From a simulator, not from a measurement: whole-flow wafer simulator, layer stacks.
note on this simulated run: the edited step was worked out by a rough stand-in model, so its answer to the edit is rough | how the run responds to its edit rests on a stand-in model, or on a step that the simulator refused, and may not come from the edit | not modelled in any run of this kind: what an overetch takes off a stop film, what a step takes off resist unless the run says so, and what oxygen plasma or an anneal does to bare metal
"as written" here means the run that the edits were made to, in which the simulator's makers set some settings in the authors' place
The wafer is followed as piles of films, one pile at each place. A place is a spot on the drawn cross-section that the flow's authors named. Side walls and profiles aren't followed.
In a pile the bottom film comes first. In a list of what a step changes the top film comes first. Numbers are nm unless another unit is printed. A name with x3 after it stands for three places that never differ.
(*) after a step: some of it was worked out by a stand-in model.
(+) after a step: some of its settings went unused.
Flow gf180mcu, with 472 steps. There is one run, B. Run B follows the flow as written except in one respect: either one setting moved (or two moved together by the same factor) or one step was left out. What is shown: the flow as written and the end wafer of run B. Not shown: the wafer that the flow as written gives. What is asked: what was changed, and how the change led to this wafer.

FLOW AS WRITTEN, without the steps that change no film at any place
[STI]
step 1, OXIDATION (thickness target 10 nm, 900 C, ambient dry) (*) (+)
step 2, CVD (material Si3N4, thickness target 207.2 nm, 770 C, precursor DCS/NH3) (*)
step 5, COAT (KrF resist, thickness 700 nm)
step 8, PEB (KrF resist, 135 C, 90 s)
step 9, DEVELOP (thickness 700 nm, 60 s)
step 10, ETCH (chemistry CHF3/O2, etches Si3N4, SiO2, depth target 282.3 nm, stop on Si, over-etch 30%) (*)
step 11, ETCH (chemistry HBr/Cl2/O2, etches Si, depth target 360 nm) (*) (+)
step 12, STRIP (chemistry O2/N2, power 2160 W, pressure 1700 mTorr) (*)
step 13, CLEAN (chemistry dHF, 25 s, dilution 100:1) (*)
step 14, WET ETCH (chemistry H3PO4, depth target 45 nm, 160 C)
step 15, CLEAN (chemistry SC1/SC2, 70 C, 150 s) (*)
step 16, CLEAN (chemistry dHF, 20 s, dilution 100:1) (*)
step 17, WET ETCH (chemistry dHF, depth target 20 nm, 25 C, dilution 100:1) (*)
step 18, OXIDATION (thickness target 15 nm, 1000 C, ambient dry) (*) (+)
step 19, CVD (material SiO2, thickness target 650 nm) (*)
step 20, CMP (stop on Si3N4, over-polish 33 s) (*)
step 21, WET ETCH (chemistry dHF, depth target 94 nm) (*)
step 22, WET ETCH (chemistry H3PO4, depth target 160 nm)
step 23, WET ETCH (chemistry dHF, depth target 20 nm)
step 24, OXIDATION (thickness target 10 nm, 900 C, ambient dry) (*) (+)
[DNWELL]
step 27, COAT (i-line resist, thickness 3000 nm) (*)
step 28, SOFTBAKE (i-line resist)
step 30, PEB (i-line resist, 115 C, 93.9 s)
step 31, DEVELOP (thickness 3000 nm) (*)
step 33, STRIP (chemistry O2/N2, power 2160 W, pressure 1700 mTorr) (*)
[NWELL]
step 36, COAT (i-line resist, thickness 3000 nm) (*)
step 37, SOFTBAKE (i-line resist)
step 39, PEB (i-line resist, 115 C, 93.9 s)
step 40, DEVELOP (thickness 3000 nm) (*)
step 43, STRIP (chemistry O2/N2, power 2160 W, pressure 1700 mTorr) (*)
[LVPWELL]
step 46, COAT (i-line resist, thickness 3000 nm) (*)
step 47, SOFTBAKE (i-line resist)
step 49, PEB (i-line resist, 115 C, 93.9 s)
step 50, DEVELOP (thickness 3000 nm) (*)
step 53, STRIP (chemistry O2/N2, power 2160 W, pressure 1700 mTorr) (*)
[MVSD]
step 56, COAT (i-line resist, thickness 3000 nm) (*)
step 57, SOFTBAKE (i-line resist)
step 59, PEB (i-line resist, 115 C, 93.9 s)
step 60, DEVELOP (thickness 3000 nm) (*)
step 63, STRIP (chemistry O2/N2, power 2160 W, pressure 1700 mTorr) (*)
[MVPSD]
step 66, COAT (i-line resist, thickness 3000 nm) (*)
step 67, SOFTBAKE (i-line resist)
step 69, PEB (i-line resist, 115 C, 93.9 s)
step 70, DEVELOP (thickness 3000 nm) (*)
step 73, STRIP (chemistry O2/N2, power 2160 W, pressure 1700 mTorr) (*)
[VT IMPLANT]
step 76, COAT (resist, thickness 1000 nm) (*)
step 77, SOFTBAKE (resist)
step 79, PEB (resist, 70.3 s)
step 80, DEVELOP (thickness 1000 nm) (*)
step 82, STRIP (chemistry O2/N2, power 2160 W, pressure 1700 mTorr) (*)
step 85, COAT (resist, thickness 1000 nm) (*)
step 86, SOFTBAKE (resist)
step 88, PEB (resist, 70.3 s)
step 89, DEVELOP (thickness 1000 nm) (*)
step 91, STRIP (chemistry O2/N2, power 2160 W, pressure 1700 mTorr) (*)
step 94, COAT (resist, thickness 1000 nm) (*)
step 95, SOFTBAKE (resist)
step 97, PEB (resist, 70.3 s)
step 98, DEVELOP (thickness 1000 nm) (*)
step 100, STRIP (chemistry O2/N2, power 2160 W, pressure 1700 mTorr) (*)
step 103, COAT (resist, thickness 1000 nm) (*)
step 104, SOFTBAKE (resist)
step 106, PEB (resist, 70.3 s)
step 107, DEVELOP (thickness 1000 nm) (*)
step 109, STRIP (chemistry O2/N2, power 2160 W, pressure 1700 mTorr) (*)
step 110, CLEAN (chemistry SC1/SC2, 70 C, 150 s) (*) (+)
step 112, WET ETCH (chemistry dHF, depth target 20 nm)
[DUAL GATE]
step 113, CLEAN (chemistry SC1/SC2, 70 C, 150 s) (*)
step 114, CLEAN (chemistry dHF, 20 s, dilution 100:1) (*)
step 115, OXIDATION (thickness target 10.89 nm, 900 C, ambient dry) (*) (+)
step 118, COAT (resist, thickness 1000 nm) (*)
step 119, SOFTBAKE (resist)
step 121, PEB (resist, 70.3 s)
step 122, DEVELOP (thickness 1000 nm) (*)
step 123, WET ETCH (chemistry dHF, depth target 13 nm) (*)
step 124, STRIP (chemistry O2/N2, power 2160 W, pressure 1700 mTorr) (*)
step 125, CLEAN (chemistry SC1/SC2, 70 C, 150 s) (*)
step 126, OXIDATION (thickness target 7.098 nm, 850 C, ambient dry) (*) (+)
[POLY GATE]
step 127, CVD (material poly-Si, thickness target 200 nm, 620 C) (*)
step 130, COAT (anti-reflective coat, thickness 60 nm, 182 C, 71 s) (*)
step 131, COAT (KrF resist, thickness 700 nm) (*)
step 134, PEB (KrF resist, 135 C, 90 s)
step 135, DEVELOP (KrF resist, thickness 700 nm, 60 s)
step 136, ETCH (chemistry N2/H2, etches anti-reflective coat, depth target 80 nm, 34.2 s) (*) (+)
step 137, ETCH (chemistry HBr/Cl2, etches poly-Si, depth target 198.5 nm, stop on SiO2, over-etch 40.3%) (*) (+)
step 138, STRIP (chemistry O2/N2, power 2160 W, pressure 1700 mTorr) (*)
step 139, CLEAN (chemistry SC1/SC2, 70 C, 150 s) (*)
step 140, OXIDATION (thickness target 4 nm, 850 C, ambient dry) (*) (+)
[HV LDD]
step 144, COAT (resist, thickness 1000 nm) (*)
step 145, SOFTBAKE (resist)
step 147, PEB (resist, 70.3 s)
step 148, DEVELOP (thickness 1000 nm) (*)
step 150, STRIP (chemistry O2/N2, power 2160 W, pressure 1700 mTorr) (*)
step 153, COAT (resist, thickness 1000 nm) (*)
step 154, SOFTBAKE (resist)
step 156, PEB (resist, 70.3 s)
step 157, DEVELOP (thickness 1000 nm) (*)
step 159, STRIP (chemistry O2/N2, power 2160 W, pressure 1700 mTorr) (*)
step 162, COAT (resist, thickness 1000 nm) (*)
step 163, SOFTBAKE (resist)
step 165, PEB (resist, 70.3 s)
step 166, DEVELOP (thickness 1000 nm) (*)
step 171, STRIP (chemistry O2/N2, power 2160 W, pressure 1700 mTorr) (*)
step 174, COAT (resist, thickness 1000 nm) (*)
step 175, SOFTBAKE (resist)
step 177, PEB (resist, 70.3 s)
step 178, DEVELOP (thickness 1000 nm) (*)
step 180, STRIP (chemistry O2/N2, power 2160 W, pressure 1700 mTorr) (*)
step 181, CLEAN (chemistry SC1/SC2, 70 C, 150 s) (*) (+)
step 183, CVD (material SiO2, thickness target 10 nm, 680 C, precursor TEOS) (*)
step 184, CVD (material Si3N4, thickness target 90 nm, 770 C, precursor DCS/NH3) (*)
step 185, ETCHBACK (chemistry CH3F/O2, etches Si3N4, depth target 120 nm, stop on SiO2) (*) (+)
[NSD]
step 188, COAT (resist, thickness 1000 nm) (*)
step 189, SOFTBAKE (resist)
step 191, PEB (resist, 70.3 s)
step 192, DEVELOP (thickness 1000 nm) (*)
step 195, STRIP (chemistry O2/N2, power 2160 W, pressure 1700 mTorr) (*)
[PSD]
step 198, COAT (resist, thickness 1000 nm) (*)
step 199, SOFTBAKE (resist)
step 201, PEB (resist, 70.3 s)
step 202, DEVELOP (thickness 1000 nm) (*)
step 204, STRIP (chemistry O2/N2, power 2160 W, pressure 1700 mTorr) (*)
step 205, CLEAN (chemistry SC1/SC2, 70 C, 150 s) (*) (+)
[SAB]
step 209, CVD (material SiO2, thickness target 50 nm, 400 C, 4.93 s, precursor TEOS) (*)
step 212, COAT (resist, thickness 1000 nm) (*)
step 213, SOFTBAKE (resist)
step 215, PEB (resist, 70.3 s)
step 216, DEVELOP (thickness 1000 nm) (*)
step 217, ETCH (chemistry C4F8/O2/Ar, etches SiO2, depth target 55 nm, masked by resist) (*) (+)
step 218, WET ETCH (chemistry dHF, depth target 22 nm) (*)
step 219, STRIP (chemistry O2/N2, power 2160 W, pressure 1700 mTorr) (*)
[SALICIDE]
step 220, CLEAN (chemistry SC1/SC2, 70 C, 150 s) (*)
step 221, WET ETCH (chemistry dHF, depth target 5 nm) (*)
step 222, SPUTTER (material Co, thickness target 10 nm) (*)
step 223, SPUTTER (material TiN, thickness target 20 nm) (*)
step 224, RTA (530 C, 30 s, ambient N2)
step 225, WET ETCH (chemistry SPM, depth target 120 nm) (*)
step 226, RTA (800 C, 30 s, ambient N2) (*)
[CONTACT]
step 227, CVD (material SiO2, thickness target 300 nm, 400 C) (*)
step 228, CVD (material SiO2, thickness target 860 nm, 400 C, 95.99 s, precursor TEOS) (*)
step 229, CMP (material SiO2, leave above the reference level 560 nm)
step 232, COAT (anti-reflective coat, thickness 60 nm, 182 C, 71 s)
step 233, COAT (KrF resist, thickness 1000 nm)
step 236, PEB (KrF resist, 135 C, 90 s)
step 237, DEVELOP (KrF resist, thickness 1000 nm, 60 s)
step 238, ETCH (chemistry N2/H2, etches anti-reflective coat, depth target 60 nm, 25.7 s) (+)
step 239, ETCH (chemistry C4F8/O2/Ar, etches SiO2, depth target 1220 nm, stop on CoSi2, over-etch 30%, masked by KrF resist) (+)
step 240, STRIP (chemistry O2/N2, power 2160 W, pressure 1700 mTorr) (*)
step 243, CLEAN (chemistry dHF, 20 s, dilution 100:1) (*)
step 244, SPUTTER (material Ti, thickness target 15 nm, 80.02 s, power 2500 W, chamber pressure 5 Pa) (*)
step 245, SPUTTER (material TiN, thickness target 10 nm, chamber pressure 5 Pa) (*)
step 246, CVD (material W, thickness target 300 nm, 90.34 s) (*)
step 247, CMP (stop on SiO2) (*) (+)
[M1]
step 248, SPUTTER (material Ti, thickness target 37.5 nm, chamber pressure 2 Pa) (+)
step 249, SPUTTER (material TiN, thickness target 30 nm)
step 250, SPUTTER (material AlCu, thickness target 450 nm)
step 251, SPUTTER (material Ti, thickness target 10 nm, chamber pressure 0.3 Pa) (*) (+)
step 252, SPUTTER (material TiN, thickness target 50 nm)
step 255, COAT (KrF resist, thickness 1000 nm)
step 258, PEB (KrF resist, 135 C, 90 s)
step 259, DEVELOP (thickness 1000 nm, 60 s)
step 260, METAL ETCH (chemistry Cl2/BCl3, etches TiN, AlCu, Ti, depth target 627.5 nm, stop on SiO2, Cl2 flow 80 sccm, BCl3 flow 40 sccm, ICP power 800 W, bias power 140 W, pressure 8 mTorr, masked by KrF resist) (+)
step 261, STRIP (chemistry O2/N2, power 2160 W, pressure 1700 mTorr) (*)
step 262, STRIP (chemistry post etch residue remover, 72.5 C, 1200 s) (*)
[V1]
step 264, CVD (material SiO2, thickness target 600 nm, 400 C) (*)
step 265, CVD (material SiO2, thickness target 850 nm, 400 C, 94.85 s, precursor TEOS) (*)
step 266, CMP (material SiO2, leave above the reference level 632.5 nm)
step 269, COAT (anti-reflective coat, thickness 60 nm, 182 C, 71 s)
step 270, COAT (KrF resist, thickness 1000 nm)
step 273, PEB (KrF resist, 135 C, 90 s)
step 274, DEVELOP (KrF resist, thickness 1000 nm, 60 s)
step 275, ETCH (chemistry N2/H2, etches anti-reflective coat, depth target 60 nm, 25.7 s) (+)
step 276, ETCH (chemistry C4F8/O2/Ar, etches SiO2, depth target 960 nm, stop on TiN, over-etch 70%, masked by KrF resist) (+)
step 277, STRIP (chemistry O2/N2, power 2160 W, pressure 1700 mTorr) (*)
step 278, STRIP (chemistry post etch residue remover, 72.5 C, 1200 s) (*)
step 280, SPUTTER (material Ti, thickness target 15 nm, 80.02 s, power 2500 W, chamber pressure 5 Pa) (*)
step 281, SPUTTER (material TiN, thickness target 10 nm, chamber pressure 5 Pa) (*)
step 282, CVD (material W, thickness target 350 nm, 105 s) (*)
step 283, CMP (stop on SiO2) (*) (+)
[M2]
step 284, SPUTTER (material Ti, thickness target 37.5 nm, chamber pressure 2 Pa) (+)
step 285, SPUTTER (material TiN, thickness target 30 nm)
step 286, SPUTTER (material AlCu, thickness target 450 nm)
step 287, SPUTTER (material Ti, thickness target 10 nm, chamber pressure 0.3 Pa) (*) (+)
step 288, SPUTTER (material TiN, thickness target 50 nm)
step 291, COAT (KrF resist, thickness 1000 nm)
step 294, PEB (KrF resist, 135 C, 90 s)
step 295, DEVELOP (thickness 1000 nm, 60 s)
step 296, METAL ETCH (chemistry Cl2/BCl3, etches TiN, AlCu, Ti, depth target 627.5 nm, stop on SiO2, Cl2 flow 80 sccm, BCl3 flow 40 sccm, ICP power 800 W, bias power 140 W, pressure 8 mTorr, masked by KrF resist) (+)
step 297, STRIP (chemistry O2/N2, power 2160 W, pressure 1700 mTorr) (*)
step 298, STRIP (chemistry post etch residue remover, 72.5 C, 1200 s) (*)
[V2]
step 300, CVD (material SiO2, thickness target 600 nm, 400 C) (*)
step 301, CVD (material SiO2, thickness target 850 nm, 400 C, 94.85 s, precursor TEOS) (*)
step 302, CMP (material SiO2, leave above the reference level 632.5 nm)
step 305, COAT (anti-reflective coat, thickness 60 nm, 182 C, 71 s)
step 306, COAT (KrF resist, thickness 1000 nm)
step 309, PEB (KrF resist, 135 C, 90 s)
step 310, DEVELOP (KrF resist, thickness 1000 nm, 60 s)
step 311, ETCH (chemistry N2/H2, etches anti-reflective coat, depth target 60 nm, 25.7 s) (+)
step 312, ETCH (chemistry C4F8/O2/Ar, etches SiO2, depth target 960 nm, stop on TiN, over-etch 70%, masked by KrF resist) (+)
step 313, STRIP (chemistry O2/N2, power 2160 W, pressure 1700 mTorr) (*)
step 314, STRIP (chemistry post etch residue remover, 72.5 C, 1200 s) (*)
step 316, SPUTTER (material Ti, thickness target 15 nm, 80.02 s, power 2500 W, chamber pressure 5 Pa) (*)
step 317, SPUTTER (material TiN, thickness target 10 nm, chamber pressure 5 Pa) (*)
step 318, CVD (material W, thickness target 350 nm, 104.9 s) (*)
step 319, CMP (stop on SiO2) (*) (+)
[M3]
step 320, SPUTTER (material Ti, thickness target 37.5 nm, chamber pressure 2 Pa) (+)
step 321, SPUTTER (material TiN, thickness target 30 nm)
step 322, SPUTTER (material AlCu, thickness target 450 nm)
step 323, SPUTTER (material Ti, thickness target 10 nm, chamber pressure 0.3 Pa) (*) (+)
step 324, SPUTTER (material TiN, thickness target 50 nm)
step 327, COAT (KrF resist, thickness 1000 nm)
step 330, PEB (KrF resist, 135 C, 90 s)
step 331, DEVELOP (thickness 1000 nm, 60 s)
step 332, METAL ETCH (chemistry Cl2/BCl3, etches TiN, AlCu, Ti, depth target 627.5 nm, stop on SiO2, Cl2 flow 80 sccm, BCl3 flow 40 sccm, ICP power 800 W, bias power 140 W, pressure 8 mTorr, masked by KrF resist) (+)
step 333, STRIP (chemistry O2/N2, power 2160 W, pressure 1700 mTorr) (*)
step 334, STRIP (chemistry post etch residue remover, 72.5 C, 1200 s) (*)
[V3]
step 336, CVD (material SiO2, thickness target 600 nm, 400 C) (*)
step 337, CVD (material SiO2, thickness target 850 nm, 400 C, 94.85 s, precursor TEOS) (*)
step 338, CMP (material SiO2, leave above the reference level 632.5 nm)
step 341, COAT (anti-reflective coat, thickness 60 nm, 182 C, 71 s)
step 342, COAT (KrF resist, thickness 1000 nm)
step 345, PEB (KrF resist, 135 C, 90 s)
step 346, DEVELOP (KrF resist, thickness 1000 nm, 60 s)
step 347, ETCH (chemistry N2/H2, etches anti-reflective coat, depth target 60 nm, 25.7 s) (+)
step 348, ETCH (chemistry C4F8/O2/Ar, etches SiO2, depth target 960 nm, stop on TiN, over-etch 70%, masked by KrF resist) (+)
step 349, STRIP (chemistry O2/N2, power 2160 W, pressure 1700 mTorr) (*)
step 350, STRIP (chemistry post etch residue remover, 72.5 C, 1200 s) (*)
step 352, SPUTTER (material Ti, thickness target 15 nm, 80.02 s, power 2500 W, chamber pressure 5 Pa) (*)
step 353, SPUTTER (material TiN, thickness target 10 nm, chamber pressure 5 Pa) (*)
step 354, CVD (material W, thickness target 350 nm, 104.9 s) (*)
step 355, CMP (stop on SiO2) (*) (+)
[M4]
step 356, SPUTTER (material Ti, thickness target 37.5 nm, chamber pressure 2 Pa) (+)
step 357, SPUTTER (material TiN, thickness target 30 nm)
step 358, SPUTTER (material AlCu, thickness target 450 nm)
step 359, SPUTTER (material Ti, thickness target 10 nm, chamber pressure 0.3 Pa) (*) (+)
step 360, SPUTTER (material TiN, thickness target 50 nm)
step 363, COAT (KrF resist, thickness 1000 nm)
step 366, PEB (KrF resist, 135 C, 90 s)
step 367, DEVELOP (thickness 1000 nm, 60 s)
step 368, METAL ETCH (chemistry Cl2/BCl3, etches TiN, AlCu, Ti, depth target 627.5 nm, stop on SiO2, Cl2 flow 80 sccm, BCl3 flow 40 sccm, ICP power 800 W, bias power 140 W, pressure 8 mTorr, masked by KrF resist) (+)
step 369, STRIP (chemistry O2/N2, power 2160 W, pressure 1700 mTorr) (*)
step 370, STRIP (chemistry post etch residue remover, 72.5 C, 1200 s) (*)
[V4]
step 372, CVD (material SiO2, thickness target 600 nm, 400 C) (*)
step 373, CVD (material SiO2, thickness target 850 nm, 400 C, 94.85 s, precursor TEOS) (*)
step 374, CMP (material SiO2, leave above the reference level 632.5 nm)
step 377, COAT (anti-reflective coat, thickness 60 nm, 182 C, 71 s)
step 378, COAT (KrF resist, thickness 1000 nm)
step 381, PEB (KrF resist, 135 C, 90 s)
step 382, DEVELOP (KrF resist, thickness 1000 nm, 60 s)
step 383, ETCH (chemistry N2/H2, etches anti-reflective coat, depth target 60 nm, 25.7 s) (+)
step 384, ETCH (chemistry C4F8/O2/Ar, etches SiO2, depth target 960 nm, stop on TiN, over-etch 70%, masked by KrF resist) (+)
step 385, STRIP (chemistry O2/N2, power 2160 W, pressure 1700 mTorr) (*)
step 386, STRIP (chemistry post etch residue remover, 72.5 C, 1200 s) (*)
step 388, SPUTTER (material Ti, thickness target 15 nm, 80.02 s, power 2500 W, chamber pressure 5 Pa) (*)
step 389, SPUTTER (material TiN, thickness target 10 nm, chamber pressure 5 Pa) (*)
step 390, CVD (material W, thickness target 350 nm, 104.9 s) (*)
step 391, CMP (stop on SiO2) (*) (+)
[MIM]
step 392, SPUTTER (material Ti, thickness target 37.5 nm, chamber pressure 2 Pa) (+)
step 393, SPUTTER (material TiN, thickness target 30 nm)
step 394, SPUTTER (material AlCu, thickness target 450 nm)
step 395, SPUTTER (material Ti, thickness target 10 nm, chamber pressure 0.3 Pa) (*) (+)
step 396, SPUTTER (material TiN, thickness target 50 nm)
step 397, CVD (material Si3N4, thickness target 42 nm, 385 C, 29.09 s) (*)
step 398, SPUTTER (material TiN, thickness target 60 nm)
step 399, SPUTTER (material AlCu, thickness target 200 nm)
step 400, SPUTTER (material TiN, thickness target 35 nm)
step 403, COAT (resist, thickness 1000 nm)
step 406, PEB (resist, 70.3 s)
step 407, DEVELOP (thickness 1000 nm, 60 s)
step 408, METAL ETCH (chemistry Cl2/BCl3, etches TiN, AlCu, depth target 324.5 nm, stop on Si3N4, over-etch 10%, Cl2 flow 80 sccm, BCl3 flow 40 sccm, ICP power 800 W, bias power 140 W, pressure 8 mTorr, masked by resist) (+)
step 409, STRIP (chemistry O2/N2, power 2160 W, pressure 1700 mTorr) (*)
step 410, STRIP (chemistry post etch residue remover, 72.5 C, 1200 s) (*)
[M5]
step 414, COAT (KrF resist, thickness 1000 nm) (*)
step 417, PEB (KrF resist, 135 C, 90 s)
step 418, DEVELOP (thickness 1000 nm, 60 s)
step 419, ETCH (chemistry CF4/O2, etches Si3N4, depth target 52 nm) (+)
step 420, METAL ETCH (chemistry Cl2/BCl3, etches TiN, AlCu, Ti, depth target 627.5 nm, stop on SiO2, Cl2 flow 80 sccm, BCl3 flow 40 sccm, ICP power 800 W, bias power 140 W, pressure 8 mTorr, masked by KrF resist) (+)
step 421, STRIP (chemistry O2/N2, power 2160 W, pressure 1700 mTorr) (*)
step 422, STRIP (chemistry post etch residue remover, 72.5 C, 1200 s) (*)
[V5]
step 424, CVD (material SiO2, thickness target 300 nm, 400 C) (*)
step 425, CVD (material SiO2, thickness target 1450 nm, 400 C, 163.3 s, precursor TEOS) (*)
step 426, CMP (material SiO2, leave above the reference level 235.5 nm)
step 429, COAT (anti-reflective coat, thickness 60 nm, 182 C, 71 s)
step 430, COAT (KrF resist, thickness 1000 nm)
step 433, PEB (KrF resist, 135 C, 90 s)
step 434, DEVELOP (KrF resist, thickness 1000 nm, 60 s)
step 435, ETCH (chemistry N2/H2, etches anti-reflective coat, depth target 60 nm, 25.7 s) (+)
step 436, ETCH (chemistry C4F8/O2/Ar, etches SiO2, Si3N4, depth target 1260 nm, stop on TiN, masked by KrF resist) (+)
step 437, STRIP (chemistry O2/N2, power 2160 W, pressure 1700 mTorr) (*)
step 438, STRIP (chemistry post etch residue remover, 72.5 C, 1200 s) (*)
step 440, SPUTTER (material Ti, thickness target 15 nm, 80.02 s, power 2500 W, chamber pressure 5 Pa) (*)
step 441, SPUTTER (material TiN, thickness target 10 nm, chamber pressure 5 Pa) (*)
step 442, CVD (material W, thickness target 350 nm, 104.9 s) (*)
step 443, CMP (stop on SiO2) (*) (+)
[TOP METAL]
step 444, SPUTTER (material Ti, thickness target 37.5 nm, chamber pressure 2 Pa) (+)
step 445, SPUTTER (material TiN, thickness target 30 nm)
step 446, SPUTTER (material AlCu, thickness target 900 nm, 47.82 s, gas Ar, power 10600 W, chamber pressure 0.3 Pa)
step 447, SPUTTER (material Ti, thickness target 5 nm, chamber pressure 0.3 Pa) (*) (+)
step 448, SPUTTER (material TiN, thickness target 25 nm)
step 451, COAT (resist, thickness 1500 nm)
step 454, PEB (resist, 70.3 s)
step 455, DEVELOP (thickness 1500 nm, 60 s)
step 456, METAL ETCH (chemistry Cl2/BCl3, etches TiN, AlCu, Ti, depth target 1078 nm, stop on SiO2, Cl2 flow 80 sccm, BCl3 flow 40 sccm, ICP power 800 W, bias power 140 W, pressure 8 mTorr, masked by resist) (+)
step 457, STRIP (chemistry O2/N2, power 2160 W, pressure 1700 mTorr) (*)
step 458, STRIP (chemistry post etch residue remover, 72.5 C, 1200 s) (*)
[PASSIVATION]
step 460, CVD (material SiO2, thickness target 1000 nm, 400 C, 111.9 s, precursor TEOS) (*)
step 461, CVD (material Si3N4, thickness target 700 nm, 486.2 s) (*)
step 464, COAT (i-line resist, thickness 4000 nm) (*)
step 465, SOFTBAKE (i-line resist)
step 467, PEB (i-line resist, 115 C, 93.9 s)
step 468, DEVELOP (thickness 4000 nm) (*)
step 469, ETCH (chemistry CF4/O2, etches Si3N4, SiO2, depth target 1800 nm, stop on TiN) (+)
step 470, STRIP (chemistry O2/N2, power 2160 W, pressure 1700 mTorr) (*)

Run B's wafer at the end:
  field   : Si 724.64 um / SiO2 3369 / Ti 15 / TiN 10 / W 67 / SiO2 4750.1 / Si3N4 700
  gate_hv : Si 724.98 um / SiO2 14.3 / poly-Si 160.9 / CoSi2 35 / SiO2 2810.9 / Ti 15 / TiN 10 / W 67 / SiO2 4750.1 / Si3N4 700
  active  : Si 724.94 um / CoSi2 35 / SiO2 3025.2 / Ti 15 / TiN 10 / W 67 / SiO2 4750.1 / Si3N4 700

Cause: step 301, CVD: thickness target 416 nm was run, though the flow has thickness target 850 nm; step 301, CVD: 46.48 s was run, where the flow has 94.85 s.

The path from the change to this, step by step:
  step 301, CVD (material SiO2, thickness target 850 nm, 400 C, 94.85 s, precursor TEOS) (*)
      field, field__w1, field__w2 and 108 more: +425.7 SiO2 (it would be, as written: +850 SiO2)
  step 302, CMP (material SiO2, leave above the reference level 632.5 nm)
      field, field__w1, field__w2 and 103 more: nothing (it would be, as written: -300 SiO2)
      field__w8, contact, m1, m1__w1, m1_nw: -452.8 SiO2 (it would be, as written: -877.1 SiO2)
  step 305, COAT (anti-reflective coat, thickness 60 nm, 182 C, 71 s)
      field: +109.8 anti-reflective coat (new film) (it would be, as written: +60 anti-reflective coat (new film))
      field__w1: +86.7 anti-reflective coat (new film) (it would be, as written: +60 anti-reflective coat (new film))
      (also at 20 further places)
  step 306, COAT (KrF resist, thickness 1000 nm)
      field__w1: +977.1 KrF resist (new film) (it would be, as written: +1000 KrF resist (new film))
      field__w8: +977.8 KrF resist (new film) (it would be, as written: +1000 KrF resist (new film))
      (also at 10 further places)
  step 309, PEB (KrF resist, 135 C, 90 s)
      polyc_n, polyc_n_rim: -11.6 KrF resist (it would be, as written: -10.5 KrF resist)
      contact: -9.59 KrF resist (it would be, as written: -10.5 KrF resist)
      (also at 2 further places)
  step 310, DEVELOP (KrF resist, thickness 1000 nm, 60 s)
      contact: -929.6 KrF resist (all of it) (it would be, as written: -989.5 KrF resist (all of it))
  step 311, ETCH (chemistry N2/H2, etches anti-reflective coat, depth target 60 nm, 25.7 s) (+)
      contact: -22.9 anti-reflective coat (all of it), -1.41 SiO2 (it would be, as written: -60 anti-reflective coat (all of it), -0.46 SiO2)
  step 313, STRIP (chemistry O2/N2, power 2160 W, pressure 1700 mTorr) (*)
      field: -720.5 KrF resist (all of it), -109.8 anti-reflective coat (all of it) (it would be, as written: -739.2 KrF resist (all of it), -60 anti-reflective coat (all of it))
      field__w1: -716.6 KrF resist (all of it), -86.7 anti-reflective coat (all of it) (it would be, as written: -739.2 KrF resist (all of it), -60 anti-reflective coat (all of it))
      (also at 19 further places)
  step 316, SPUTTER (material Ti, thickness target 15 nm, 80.02 s, power 2500 W, chamber pressure 5 Pa) (*)
      contact: +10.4 Ti (new film) (it would be, as written: +9.65 Ti (new film))
  step 318, CVD (material W, thickness target 350 nm, 104.9 s) (*)
      contact: +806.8 W (new film) (it would be, as written: +932.3 W (new film))
  step 319, CMP (stop on SiO2) (*) (+)
      field, field__w1, field__w2 and 103 more: -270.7 W (it would be, as written: -350 W (all of it), -10 TiN (all of it), -15 Ti (all of it), -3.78 SiO2)
      field__w8, m1, m1__w1, m1_nw: -350 W (all of it), -10 TiN (all of it), -15 Ti (all of it), -20 SiO2 (it would be, as written: -350 W (all of it), -10 TiN (all of it), -15 Ti (all of it), -3.78 SiO2)
      (also at 1 further place)
  step 332, METAL ETCH (chemistry Cl2/BCl3, etches TiN, AlCu, Ti, depth target 627.5 nm, stop on SiO2, Cl2 flow 80 sccm, BCl3 flow 40 sccm, ICP power 800 W, bias power 140 W, pressure 8 mTorr, masked by KrF resist) (+)
      field, field__w1, field__w2 and 103 more: -50 TiN (all of it), -10 Ti (all of it), -450 AlCu (all of it), -30 TiN (all of it), -37.5 Ti (all of it), -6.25 W (it would be, as written: -50 TiN (all of it), -10 Ti (all of it), -450 AlCu (all of it), -30 TiN (all of it), -37.5 Ti (all of it))
  step 334, STRIP (chemistry post etch residue remover, 72.5 C, 1200 s) (*)
      field, field__w1, field__w2 and 103 more: -6.01 W (it would be, as written: nothing)
  step 336, CVD (material SiO2, thickness target 600 nm, 400 C) (*)
      field, field__w1, field__w2 and 103 more: +600 SiO2 (new film) (it would be, as written: +600 SiO2)
  step 338, CMP (material SiO2, leave above the reference level 632.5 nm)
      field, field__w1, field__w2 and 103 more: -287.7 SiO2 (it would be, as written: -300 SiO2)
Taking metal films that touch as one body, field has 1 body; the flow as written gives 0 bodies.
Taking metal films that touch as one body, gate_hv has 2 bodies (between them, from the top down: SiO2 2810.9); the flow as written gives 1 body.
Taking metal films that touch as one body, active has 2 bodies (between them, from the top down: SiO2 3025.2); the flow as written gives 1 body.
